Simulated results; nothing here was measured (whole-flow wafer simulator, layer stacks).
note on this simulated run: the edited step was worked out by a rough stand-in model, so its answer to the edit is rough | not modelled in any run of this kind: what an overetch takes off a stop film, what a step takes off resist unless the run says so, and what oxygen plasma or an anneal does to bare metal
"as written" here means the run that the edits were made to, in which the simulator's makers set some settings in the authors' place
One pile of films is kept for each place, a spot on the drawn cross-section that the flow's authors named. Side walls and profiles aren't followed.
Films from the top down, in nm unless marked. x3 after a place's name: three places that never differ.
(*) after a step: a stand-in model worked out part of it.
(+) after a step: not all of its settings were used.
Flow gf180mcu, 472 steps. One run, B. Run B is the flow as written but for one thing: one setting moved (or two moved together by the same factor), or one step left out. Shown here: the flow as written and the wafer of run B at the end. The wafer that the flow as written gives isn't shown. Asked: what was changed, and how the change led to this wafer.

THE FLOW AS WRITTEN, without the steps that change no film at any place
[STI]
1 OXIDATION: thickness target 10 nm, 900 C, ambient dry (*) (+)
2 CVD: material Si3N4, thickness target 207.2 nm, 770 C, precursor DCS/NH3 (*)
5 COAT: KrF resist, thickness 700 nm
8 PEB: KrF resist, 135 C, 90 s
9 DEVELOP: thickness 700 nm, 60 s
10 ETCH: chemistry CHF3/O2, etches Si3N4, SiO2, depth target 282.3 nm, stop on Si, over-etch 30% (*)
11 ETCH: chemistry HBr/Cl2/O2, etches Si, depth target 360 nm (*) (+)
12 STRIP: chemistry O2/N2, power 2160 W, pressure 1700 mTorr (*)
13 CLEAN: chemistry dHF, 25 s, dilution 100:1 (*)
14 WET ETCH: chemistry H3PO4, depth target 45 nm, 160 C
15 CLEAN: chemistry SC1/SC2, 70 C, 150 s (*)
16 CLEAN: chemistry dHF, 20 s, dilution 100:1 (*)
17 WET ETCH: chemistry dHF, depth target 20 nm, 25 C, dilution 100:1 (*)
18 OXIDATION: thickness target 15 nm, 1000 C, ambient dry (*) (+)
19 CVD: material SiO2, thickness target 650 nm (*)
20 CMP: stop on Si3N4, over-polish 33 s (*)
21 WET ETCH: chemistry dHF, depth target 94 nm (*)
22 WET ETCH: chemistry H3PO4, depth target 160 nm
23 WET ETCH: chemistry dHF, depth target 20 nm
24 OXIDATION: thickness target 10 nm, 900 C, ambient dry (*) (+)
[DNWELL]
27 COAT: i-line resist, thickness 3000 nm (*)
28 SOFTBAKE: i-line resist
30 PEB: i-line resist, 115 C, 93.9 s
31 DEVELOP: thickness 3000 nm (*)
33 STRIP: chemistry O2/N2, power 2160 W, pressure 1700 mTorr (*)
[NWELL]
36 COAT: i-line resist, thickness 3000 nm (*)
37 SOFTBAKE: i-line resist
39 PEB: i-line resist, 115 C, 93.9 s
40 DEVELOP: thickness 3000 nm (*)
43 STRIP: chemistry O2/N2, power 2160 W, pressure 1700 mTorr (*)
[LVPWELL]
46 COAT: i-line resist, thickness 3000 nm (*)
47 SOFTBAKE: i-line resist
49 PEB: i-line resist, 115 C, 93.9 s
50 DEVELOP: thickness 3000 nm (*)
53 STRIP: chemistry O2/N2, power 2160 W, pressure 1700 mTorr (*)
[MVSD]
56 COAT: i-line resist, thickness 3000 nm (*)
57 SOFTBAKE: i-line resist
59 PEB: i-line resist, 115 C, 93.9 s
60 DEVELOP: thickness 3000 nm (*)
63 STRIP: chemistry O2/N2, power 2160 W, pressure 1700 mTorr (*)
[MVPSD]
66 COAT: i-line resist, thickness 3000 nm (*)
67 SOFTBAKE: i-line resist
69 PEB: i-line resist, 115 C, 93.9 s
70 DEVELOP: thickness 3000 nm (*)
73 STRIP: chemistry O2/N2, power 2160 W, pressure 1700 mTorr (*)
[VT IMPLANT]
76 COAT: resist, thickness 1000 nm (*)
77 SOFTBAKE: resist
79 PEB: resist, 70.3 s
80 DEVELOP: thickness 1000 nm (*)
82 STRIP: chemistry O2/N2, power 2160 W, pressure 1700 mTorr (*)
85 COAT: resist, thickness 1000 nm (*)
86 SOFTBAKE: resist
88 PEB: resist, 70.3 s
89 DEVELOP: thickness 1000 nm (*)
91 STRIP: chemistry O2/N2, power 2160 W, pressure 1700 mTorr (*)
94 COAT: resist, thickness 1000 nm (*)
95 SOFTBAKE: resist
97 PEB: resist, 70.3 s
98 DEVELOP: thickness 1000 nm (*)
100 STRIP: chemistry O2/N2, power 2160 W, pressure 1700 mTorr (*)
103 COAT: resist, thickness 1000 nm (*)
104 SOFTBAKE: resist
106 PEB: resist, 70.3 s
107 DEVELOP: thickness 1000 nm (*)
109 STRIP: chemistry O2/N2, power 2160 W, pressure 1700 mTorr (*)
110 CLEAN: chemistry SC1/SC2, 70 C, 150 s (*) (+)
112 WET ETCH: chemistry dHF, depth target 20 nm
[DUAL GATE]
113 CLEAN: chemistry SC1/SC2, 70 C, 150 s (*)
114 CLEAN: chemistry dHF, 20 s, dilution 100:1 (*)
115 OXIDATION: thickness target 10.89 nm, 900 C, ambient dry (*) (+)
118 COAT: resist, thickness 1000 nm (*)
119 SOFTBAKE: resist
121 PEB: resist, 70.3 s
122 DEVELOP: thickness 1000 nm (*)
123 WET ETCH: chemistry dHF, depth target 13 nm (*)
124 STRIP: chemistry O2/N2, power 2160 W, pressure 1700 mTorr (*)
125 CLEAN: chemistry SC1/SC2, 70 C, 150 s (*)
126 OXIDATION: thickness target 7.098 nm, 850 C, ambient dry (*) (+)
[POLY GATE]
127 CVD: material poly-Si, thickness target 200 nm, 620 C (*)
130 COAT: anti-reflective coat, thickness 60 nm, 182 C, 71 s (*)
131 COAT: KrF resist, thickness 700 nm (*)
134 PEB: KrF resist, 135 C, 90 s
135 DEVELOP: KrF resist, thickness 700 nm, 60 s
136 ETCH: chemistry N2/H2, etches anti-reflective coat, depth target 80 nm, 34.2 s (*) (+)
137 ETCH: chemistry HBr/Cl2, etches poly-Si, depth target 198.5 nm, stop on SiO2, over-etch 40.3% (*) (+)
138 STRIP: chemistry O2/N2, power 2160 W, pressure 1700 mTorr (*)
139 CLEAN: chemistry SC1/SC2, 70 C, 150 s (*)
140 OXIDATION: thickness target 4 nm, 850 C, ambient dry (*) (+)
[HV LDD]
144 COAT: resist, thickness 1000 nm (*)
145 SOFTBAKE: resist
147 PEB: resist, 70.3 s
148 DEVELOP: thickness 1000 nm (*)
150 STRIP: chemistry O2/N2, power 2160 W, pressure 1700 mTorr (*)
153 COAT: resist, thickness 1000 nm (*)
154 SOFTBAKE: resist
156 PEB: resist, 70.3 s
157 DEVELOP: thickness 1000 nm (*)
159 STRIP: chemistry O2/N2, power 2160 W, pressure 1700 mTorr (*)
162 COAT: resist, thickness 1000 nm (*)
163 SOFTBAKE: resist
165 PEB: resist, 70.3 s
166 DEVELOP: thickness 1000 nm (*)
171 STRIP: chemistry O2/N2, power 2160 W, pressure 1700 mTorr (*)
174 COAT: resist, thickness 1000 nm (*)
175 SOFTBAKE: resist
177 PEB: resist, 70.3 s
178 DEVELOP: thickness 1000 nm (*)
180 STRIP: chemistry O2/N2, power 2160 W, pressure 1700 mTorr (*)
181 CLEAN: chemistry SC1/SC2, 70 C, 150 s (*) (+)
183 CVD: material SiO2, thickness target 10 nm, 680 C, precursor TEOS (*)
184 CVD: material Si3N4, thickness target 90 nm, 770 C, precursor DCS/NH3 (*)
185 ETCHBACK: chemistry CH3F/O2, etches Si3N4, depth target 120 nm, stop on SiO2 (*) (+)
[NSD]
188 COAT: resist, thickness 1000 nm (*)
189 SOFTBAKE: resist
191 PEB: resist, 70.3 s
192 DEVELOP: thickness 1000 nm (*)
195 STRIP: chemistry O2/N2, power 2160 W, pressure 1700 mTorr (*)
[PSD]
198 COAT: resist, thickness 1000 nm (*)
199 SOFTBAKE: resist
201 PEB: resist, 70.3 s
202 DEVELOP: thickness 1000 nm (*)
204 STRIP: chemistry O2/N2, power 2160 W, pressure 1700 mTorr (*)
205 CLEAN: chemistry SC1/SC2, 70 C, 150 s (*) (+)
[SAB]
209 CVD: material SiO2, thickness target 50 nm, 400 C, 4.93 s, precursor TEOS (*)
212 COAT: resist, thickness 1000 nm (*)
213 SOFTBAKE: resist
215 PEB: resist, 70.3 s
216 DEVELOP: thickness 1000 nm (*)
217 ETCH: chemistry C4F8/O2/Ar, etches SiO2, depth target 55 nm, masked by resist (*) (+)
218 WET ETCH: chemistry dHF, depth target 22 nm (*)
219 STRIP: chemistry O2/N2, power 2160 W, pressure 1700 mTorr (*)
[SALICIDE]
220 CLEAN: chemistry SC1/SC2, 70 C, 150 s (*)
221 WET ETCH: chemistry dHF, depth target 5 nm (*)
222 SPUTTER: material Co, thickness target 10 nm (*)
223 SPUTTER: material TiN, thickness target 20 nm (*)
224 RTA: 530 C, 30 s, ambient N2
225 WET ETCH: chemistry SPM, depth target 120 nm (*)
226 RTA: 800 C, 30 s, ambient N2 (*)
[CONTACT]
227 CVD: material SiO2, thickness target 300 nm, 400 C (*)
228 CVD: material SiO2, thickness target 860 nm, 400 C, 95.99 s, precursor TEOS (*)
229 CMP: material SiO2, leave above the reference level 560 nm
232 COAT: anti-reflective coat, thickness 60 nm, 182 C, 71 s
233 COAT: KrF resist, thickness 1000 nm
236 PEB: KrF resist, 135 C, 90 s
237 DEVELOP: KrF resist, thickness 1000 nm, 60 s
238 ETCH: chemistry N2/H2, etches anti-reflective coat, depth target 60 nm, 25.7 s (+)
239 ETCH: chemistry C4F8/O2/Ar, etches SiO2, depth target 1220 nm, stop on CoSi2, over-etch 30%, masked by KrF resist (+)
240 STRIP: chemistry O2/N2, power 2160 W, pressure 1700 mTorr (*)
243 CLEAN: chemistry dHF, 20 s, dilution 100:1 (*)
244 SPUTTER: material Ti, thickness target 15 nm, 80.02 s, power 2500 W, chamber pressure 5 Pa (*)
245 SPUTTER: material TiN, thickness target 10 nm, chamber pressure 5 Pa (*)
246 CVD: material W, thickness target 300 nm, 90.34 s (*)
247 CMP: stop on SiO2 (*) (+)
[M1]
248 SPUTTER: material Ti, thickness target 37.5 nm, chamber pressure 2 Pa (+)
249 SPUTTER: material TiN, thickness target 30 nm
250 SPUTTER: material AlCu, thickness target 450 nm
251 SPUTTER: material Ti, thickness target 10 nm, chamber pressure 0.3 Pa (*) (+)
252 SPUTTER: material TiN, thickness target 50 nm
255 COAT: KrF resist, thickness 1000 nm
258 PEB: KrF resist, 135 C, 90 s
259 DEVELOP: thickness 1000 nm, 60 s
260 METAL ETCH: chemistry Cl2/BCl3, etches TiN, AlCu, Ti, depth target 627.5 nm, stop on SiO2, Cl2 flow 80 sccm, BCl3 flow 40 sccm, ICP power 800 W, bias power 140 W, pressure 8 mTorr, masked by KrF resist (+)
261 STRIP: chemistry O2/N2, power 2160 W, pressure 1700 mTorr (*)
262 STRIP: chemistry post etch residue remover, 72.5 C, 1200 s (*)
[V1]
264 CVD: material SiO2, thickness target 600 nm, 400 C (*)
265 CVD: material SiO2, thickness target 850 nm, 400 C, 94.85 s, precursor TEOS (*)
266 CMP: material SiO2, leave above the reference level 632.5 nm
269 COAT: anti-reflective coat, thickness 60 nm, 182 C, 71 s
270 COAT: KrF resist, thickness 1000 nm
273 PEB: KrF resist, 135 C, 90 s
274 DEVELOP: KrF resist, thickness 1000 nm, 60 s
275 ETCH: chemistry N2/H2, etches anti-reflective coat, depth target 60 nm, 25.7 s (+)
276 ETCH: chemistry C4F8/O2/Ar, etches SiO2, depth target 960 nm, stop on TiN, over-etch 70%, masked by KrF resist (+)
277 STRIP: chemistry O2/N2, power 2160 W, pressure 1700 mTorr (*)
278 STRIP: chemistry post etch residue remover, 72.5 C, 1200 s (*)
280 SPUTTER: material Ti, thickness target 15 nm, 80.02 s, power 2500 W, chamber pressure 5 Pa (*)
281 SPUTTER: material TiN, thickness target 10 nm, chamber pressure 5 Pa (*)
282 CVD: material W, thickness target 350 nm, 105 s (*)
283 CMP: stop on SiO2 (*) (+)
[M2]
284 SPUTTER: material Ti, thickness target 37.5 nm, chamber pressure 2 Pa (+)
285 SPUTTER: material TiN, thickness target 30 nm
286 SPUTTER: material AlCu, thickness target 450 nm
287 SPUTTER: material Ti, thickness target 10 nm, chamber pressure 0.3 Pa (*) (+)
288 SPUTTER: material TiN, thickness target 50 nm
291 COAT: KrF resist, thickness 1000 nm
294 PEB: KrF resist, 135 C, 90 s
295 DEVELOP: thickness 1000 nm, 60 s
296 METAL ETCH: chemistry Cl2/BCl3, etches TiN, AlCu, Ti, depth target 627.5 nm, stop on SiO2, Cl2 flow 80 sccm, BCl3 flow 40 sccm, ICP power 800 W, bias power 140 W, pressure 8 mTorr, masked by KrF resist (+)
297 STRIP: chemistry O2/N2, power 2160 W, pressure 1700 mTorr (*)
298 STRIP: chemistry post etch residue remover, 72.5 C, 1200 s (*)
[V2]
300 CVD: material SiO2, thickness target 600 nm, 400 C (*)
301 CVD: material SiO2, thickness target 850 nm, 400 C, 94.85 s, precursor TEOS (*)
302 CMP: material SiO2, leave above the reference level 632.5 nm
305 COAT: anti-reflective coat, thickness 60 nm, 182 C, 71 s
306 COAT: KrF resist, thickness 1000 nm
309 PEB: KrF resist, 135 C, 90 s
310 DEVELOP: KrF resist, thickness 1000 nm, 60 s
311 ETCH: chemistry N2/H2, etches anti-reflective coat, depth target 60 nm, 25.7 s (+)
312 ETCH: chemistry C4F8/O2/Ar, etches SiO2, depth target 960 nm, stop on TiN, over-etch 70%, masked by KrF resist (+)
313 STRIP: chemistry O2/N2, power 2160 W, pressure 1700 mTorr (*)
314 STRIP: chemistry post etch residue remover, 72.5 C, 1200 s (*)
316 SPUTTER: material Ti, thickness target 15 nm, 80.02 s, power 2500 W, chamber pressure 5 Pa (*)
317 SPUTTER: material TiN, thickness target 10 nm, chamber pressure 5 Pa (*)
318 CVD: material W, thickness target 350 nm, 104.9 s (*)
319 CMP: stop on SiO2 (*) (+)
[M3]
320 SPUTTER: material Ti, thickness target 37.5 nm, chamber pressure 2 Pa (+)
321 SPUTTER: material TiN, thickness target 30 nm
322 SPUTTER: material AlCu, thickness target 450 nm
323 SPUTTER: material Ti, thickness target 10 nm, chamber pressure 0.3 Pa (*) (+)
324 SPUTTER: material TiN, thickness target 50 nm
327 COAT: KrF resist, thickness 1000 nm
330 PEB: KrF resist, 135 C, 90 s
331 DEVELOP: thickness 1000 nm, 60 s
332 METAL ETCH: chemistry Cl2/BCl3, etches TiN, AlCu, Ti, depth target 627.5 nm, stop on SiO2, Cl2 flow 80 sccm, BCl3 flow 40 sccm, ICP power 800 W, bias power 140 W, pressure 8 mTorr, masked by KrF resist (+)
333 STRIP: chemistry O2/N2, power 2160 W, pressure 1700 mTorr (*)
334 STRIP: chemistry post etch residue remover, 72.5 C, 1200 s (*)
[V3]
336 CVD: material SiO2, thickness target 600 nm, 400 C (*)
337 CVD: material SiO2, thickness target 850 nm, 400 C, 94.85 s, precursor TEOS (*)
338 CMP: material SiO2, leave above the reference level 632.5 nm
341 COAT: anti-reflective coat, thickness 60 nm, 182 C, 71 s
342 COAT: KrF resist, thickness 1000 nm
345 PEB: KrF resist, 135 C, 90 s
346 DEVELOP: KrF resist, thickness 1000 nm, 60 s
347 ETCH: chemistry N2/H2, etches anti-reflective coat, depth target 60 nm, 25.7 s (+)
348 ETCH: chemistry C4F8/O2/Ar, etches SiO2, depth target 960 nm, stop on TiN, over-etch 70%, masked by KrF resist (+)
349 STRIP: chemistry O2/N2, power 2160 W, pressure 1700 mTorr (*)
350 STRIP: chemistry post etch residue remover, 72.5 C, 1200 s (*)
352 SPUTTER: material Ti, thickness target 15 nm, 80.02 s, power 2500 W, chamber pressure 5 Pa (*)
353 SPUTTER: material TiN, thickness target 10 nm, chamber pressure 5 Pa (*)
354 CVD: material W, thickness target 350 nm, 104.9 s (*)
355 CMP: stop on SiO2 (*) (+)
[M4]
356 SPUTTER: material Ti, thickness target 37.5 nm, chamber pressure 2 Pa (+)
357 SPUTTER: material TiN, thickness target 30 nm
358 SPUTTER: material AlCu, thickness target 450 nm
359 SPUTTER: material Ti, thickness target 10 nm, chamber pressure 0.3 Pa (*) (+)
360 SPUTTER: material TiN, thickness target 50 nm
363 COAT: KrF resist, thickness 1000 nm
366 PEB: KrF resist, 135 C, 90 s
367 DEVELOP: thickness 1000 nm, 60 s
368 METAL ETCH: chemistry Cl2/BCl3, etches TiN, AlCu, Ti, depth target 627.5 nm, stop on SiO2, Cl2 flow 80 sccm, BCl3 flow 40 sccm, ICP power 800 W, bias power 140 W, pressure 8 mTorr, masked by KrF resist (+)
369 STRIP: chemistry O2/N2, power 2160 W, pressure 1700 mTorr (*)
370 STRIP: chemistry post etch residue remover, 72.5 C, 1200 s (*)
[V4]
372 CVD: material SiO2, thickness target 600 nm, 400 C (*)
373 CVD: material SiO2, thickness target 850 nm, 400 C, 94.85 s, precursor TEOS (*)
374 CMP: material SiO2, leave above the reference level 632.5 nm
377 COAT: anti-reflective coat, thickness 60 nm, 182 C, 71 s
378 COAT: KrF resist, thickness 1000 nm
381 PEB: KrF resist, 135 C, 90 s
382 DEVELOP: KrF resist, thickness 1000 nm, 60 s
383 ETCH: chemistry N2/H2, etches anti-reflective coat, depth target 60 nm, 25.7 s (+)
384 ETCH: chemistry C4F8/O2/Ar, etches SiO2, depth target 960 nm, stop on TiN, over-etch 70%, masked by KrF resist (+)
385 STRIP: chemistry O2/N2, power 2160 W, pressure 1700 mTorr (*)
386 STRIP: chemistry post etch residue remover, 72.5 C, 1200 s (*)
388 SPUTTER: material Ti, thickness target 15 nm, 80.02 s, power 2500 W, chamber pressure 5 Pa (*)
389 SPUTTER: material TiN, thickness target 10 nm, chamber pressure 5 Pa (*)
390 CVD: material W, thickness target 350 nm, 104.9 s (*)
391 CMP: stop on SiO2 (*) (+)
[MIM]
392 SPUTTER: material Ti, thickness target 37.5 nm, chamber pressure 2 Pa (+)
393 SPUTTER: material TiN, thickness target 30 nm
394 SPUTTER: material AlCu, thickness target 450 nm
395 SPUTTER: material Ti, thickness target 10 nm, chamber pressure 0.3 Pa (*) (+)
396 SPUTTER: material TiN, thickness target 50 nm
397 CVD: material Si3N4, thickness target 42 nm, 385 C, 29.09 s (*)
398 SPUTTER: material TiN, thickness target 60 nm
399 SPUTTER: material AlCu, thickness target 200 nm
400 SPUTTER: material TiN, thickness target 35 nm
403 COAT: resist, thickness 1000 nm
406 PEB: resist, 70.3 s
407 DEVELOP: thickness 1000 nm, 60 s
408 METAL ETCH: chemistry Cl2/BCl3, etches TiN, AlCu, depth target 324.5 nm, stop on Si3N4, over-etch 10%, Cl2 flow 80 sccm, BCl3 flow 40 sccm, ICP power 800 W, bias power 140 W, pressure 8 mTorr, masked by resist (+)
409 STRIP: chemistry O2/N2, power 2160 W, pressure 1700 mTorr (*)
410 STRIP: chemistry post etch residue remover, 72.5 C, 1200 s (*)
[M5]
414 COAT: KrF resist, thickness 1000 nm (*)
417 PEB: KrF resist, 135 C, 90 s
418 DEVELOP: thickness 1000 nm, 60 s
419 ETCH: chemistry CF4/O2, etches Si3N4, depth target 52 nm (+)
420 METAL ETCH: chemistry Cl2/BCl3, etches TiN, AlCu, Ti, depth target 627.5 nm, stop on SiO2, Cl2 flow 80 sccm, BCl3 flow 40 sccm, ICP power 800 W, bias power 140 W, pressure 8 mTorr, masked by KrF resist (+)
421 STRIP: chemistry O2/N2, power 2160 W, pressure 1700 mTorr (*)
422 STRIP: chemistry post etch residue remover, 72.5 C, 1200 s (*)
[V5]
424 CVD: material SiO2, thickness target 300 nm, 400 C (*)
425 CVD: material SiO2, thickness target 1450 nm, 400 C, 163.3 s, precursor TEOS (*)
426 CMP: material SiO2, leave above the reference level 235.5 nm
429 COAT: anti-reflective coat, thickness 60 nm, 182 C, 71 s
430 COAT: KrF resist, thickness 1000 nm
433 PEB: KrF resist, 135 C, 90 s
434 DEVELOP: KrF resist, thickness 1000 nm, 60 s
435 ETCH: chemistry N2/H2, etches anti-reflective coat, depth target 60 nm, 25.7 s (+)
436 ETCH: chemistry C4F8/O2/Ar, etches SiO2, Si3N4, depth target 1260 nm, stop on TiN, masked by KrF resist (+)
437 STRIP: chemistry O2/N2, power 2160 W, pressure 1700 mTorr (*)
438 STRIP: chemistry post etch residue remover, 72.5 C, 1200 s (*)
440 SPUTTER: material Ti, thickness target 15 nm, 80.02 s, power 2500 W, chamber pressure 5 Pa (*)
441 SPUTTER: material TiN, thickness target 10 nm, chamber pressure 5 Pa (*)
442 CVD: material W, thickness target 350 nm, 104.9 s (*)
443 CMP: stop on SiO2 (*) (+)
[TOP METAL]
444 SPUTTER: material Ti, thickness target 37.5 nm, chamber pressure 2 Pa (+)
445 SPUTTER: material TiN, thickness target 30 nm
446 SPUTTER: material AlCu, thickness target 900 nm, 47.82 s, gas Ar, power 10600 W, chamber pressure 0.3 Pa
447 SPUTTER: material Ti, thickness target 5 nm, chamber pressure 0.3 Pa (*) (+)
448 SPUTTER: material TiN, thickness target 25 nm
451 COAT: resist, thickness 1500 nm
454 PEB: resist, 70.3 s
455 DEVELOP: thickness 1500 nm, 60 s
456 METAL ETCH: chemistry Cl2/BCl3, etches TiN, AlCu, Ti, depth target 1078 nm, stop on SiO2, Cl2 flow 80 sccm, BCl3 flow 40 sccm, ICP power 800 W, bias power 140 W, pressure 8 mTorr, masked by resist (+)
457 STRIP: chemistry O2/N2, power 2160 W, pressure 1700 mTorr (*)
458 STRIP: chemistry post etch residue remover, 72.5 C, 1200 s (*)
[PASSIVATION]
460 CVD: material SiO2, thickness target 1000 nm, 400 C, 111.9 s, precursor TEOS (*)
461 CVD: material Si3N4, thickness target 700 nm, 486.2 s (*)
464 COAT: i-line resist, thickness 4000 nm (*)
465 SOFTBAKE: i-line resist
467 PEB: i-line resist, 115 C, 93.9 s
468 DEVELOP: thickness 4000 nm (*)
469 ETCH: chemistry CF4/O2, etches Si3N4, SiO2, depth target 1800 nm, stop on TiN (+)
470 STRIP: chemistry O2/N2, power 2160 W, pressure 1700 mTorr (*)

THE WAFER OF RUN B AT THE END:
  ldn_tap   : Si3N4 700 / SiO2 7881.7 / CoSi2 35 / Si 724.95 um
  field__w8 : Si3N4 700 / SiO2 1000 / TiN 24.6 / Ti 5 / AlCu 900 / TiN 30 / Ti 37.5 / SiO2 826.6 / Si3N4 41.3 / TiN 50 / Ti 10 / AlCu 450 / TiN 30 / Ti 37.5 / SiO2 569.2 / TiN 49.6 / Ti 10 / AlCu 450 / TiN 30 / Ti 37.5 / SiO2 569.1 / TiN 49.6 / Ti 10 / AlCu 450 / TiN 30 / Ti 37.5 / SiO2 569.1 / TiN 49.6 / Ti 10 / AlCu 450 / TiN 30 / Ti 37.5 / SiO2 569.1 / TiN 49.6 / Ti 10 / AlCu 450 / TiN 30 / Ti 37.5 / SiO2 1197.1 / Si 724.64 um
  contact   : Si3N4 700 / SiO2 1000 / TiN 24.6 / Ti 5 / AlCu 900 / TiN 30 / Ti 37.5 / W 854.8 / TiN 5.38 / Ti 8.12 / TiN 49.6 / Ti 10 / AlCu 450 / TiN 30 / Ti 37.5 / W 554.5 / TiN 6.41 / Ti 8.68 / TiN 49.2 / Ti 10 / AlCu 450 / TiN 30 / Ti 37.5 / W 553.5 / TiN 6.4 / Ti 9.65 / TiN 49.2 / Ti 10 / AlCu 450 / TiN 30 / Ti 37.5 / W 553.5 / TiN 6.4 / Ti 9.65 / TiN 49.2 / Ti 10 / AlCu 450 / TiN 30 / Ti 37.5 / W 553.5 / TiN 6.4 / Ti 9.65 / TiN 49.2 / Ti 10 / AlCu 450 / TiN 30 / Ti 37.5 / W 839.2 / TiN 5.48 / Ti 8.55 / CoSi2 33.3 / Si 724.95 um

The cause: step 388, SPUTTER: 72.02 s was run, where the flow has 80.02 s.

How the change led to this, step by step:
  388 SPUTTER: material Ti, thickness target 15 nm, 80.02 s, power 2500 W, chamber pressure 5 Pa (*)
      field, field__w1, field__w2 and 107 more: Ti +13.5 (new film) (as written it would be: Ti +15 (new film))
      contact: Ti +8.68 (new film) (as written it would be: Ti +9.65 (new film))
  391 CMP: stop on SiO2 (*) (+)
      field, field__w1, field__w2 and 107 more: W -350 (all of it), TiN -10 (all of it), Ti -13.5 (all of it), SiO2 -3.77 (as written it would be: W -350 (all of it), TiN -10 (all of it), Ti -15 (all of it), SiO2 -3.78)
